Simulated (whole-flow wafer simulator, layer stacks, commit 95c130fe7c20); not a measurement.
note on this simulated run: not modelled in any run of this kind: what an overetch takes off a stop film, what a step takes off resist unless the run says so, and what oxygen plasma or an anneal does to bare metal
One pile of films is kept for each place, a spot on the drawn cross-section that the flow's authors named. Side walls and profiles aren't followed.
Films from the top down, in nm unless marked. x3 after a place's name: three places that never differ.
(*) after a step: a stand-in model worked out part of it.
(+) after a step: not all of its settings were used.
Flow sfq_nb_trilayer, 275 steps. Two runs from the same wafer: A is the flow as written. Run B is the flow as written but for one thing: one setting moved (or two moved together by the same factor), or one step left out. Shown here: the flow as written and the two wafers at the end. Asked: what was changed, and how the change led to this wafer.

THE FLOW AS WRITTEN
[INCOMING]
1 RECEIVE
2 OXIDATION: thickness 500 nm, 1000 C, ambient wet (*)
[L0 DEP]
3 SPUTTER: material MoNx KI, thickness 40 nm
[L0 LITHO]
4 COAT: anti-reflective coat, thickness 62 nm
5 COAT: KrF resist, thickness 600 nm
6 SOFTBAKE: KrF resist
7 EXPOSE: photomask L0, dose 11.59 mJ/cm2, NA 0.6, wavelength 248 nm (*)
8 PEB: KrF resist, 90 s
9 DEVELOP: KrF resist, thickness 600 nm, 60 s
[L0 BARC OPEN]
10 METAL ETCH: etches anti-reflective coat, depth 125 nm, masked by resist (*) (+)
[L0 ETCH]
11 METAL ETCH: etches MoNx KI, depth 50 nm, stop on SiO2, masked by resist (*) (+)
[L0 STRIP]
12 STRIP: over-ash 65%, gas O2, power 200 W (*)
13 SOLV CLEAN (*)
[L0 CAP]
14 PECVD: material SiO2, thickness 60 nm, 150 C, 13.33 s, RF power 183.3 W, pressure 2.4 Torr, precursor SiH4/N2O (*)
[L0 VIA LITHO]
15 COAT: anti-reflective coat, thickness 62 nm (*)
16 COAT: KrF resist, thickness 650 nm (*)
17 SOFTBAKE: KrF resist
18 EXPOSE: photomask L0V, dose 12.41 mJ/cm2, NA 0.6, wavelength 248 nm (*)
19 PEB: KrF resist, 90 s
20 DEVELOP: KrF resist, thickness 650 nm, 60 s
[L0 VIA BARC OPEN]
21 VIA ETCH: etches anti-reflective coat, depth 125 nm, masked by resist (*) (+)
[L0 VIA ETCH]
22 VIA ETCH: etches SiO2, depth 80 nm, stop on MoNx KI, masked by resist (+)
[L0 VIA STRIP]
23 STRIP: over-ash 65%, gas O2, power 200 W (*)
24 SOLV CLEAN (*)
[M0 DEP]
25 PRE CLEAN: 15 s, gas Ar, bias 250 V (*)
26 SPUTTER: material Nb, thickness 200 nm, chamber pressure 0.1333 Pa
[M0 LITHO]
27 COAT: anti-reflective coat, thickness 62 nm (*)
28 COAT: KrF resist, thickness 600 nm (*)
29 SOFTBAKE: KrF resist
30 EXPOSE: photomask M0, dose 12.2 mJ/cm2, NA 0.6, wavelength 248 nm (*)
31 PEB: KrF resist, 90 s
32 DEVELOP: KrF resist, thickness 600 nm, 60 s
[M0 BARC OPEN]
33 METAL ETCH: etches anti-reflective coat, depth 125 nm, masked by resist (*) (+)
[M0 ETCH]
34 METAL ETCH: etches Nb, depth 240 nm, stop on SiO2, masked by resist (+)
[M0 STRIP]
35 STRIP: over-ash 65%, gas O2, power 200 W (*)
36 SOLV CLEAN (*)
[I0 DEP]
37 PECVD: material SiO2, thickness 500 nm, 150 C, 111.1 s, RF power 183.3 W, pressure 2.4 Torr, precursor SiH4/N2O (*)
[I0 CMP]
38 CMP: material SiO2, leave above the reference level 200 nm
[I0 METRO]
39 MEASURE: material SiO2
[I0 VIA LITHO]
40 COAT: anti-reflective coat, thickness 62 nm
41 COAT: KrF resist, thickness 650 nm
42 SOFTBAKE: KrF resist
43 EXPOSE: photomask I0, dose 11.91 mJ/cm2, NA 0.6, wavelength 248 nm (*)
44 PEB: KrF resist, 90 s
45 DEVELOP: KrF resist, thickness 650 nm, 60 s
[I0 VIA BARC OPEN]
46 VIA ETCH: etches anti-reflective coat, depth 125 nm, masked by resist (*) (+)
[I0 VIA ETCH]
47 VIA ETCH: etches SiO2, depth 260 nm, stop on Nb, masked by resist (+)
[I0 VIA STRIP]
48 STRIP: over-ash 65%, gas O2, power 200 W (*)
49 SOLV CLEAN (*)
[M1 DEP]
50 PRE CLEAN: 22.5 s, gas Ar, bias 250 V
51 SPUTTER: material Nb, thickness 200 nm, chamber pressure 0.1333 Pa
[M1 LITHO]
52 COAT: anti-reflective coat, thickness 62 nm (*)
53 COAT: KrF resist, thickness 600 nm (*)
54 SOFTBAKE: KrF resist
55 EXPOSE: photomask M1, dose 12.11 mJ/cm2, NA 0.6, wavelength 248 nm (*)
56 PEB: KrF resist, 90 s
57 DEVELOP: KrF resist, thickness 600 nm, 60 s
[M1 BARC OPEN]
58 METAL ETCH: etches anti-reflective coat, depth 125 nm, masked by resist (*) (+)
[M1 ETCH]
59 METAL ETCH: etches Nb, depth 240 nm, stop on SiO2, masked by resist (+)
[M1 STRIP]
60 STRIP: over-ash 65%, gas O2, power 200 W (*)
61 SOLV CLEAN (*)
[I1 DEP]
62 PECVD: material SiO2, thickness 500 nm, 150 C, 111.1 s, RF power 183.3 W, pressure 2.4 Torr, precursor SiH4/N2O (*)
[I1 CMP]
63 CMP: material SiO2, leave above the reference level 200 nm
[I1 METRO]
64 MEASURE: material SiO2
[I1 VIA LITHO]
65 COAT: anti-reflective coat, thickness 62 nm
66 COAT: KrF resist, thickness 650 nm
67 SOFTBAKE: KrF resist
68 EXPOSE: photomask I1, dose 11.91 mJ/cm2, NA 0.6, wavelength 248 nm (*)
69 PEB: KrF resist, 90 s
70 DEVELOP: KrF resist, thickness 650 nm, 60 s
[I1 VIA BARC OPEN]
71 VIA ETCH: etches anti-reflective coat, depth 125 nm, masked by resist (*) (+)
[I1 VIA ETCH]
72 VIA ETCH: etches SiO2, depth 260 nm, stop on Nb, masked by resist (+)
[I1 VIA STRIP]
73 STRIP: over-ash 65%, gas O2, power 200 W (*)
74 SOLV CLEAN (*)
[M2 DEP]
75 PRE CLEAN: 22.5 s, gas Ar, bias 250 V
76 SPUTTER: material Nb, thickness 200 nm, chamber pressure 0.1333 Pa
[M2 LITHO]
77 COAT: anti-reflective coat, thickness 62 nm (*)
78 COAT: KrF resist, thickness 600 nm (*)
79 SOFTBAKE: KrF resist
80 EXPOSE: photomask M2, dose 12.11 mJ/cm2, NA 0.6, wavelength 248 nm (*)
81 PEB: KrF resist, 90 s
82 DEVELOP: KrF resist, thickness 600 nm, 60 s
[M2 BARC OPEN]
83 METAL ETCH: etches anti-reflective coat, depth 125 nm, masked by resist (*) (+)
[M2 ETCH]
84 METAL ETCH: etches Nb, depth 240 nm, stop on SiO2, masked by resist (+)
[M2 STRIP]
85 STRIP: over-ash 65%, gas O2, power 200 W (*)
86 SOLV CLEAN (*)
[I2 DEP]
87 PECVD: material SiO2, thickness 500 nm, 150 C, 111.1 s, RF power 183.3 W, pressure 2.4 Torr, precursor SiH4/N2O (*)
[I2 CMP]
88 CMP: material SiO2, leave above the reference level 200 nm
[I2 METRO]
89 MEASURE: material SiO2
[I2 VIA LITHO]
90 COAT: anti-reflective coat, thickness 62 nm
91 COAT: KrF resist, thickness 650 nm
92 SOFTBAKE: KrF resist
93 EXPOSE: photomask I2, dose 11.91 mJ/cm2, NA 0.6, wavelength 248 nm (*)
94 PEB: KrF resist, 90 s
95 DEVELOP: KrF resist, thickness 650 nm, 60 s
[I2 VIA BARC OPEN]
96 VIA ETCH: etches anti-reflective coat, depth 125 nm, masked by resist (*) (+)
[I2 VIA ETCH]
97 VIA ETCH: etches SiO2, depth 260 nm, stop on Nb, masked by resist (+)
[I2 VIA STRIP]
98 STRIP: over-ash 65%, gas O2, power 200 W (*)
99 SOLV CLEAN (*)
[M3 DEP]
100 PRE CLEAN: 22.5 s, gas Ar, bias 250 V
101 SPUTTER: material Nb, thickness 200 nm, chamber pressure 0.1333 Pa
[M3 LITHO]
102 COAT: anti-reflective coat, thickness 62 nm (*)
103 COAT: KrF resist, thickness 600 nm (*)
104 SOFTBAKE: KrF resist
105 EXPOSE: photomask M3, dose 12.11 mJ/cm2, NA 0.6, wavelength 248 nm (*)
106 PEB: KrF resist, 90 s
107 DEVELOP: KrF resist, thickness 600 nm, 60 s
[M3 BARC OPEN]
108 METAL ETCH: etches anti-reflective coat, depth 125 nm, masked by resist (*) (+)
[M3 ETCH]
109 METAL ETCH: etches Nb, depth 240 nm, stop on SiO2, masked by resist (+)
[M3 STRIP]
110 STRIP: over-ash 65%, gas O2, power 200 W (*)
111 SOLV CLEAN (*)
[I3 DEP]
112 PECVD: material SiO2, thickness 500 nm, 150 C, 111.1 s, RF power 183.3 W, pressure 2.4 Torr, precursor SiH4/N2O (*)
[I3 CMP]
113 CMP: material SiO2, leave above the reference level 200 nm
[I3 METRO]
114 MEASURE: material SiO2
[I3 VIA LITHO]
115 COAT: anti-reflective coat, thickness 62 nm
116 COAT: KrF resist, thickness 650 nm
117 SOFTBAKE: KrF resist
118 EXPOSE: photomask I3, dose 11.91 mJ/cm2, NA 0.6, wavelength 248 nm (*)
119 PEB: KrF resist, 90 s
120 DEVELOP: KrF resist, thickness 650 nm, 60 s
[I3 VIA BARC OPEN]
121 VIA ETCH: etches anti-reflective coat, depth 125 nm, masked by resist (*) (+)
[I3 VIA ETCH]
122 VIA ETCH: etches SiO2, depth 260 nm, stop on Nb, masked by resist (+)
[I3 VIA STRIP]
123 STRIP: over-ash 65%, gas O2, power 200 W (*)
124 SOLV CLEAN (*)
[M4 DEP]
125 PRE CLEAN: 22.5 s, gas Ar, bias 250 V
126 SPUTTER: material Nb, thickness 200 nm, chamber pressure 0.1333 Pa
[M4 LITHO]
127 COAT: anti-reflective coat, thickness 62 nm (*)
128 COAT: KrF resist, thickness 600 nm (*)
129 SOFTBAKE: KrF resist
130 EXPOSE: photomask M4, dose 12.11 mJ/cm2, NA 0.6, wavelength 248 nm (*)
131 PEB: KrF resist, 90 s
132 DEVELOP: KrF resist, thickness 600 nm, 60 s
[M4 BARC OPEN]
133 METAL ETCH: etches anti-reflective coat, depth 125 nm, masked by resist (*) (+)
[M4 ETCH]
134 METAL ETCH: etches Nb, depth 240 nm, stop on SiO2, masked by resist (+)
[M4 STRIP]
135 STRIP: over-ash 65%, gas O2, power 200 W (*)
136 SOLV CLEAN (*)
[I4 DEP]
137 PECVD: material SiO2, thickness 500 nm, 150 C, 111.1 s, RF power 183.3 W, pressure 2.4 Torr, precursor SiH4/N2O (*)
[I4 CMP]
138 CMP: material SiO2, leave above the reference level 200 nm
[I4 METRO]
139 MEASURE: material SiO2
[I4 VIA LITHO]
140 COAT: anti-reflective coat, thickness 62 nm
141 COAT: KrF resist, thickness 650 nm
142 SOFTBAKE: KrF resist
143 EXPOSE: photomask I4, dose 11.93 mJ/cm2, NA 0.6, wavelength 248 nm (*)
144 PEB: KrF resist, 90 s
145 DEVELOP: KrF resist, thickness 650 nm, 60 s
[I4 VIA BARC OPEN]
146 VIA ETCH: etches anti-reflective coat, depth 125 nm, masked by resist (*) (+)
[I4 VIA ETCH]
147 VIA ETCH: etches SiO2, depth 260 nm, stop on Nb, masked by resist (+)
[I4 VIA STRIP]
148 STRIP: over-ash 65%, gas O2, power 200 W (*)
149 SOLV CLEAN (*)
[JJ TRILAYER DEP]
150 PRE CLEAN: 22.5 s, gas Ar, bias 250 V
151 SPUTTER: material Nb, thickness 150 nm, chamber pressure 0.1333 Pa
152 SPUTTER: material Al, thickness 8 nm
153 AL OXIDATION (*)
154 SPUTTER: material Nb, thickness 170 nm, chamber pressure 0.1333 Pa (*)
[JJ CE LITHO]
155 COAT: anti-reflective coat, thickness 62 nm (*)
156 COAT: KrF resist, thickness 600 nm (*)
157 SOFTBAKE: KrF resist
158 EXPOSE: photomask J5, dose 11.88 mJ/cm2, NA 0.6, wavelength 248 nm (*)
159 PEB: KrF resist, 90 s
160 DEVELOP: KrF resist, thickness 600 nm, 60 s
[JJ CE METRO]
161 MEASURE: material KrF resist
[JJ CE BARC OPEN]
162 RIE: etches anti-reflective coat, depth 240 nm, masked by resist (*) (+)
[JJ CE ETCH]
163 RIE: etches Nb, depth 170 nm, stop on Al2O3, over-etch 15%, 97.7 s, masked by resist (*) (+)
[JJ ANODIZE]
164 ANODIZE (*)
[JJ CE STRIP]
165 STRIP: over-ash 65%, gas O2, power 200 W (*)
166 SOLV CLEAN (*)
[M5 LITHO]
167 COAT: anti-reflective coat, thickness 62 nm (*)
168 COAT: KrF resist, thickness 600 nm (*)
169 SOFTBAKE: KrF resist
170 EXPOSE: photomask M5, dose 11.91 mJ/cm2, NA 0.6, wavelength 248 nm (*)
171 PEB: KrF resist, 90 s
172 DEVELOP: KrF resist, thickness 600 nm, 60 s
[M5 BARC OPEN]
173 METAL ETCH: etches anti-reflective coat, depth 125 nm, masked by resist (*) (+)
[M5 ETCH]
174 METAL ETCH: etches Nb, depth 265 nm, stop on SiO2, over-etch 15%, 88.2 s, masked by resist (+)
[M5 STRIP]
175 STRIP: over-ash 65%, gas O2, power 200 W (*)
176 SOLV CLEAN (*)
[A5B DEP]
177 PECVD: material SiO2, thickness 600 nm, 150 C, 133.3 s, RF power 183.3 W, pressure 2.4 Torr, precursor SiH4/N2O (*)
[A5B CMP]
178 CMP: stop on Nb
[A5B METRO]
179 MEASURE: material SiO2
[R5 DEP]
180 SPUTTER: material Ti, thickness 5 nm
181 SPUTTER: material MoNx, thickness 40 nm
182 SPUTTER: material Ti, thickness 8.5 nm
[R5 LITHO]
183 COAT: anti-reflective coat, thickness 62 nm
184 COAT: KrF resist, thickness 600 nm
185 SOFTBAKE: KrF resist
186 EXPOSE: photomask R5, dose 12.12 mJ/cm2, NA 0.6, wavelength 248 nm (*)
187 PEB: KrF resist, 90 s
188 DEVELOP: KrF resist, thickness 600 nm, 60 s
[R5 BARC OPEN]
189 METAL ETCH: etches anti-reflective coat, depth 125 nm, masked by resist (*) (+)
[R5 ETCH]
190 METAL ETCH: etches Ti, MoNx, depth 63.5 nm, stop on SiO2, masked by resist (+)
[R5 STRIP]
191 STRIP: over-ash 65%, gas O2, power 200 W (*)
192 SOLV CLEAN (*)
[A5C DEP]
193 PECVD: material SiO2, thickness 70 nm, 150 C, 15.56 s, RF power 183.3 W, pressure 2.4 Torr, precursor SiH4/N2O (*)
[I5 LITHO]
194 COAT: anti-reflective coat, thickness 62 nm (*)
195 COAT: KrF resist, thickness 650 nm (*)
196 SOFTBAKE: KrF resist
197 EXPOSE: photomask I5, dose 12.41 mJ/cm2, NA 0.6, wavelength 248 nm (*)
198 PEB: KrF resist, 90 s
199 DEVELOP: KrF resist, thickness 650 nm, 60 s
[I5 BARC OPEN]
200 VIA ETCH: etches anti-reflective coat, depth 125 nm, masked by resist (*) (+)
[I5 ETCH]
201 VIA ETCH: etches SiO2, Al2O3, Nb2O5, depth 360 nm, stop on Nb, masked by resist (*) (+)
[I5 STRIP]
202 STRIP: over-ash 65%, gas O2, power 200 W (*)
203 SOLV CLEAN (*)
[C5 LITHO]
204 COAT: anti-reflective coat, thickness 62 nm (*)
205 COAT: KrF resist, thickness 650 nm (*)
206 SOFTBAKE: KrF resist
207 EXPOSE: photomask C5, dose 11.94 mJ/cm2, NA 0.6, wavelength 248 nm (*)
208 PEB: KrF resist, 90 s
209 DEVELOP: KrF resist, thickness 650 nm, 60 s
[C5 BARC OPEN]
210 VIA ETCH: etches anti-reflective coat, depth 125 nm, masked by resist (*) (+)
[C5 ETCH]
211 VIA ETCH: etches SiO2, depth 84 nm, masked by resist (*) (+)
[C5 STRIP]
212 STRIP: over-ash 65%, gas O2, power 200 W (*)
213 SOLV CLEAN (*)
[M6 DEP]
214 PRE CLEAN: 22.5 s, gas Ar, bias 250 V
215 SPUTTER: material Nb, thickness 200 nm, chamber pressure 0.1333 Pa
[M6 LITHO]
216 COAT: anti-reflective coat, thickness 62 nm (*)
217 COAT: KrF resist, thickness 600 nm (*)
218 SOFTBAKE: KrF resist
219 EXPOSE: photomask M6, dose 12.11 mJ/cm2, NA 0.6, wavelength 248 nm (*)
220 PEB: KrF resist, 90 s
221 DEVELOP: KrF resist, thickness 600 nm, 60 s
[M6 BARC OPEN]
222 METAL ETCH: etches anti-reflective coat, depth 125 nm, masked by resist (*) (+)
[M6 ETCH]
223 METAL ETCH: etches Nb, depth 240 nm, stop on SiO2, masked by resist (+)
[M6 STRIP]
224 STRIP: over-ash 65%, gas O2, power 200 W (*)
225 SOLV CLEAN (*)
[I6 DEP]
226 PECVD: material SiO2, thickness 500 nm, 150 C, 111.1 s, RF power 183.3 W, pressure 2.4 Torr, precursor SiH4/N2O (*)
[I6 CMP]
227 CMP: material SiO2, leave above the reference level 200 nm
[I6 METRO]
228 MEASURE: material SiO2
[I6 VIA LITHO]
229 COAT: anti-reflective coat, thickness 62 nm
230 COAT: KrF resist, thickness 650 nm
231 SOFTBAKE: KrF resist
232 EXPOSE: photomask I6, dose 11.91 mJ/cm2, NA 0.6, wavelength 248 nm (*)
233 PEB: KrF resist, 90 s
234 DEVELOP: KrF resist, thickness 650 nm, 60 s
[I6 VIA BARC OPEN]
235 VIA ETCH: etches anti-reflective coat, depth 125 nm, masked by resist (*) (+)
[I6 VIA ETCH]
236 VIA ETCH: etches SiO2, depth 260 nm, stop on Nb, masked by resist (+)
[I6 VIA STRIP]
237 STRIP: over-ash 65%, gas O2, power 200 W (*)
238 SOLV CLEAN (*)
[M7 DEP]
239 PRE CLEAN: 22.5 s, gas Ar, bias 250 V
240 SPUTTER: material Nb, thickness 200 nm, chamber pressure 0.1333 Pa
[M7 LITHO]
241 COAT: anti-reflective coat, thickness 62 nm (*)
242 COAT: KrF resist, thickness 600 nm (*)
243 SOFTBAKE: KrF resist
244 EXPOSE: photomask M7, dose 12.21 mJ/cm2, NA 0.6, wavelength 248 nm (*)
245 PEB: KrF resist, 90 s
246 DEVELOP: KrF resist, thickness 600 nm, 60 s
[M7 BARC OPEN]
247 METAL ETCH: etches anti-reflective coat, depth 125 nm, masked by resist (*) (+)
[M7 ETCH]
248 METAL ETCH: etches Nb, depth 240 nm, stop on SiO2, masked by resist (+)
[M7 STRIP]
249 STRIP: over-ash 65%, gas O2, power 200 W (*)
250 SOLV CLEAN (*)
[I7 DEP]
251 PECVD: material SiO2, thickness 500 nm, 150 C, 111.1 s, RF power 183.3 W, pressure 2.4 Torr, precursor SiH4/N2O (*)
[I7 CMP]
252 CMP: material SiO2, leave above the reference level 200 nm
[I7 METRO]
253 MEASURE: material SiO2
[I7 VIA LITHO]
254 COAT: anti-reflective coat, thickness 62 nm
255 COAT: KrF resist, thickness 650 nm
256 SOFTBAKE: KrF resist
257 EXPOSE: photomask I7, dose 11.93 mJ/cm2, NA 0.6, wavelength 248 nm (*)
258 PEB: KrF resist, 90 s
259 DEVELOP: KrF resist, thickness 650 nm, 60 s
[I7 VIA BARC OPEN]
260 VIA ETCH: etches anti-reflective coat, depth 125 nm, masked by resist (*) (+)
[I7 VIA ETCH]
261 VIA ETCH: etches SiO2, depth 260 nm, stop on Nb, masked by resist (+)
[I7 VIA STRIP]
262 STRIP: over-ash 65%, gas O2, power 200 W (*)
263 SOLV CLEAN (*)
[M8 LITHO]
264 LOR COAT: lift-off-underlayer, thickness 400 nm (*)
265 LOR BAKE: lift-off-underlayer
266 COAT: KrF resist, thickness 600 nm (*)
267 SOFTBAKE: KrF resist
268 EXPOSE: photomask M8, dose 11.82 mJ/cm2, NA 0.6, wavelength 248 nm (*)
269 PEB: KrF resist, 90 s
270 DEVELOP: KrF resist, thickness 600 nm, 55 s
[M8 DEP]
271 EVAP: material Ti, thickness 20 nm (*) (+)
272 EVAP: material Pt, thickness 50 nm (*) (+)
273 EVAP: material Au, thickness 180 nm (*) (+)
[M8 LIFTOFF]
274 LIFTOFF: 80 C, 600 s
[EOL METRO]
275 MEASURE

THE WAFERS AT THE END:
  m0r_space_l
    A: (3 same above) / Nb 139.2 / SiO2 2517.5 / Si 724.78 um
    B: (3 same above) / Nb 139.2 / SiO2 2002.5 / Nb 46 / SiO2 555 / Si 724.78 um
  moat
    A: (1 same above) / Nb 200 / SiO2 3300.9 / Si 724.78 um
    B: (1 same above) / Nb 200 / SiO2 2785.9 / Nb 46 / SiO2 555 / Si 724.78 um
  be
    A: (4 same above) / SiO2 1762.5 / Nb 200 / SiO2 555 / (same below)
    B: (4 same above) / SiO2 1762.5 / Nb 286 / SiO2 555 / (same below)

The cause: step 26, SPUTTER: thickness 286 nm was run, where the flow has thickness 200 nm.
It can be read off the wafer: be has Nb 286, and step 26 as written asks for 200 nm.

How the change led to this, step by step:
  26 SPUTTER: material Nb, thickness 200 nm, chamber pressure 0.1333 Pa
      field_l, v_sur, via_wl and 102 more: A Nb +200 (new film) | B Nb +286 (new film)
      l0v: A Nb +195.7 (new film) | B Nb +281.9 (new film)
  34 METAL ETCH: etches Nb, depth 240 nm, stop on SiO2, masked by resist (+)
      moat, m0r_space_l, m0r_space_r: A Nb -200 (all of it) | B Nb -240
  37 PECVD: material SiO2, thickness 500 nm, 150 C, 111.1 s, RF power 183.3 W, pressure 2.4 Torr, precursor SiH4/N2O (*)
      moat, m0r_space_l, m0r_space_r: A SiO2 +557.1 | B SiO2 +597.1 (new film)
Counting metal films that touch as one body, m0r_space_l has 2 bodies (between them, from the top down: SiO2 2002.5); the flow as written gives 1 body.
Counting metal films that touch as one body, moat has 2 bodies (between them, from the top down: SiO2 2785.9); the flow as written gives 1 body.
